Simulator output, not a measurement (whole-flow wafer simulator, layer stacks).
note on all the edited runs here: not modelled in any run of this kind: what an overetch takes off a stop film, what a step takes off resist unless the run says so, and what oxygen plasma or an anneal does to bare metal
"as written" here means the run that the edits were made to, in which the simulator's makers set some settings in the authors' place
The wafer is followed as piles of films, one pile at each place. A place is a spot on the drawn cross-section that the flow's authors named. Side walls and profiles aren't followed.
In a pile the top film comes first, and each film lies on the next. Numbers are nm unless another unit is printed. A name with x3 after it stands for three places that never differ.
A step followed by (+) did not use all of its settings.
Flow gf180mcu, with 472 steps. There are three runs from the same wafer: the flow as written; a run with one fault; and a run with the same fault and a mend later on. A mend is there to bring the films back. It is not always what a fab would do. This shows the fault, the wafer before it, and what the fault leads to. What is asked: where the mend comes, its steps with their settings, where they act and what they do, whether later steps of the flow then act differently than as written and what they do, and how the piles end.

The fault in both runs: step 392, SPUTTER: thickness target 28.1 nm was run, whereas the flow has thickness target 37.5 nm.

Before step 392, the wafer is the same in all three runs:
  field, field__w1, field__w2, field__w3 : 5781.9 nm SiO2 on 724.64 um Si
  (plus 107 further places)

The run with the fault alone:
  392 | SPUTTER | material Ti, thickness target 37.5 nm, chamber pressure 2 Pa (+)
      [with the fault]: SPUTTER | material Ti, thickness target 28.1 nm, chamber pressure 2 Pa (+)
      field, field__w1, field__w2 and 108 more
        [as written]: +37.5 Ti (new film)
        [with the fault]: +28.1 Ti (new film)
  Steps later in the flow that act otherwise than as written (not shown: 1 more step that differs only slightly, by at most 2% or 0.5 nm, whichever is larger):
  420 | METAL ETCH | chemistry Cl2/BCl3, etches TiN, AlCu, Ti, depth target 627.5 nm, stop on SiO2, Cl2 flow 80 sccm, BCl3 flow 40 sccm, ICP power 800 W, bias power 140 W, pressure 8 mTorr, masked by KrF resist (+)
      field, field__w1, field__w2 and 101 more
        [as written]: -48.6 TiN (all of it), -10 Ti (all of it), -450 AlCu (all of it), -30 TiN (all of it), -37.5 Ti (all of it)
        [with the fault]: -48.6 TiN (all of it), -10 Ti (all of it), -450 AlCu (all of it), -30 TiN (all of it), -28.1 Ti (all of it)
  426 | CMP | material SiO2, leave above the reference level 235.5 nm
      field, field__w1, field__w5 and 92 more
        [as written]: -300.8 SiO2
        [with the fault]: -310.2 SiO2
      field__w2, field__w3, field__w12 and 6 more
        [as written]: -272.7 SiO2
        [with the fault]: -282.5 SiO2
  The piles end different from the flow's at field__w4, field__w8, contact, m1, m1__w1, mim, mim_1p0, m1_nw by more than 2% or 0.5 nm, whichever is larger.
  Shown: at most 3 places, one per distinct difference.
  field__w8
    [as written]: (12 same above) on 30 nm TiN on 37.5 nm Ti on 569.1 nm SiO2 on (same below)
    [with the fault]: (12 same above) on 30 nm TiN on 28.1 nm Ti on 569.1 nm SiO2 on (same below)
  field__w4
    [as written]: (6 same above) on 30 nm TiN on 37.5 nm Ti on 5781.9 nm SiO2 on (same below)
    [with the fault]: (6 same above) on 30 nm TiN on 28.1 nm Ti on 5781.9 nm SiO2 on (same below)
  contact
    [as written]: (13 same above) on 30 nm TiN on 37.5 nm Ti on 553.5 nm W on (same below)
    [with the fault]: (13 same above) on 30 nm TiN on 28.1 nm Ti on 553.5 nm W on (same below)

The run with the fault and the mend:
  After step 392 comes the mend.
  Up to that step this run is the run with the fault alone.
  392a | SPUTTER | material Ti, thickness target 9.4 nm, chamber pressure 2 Pa (+) (a further turn of the flow's step 392, with different settings)
      field, field__w1, field__w2 and 108 more
        +9.4 Ti
  Later steps of the flow that are run all act as written at every place that is followed.
  The piles end the same as the flow's at every place that both follow.
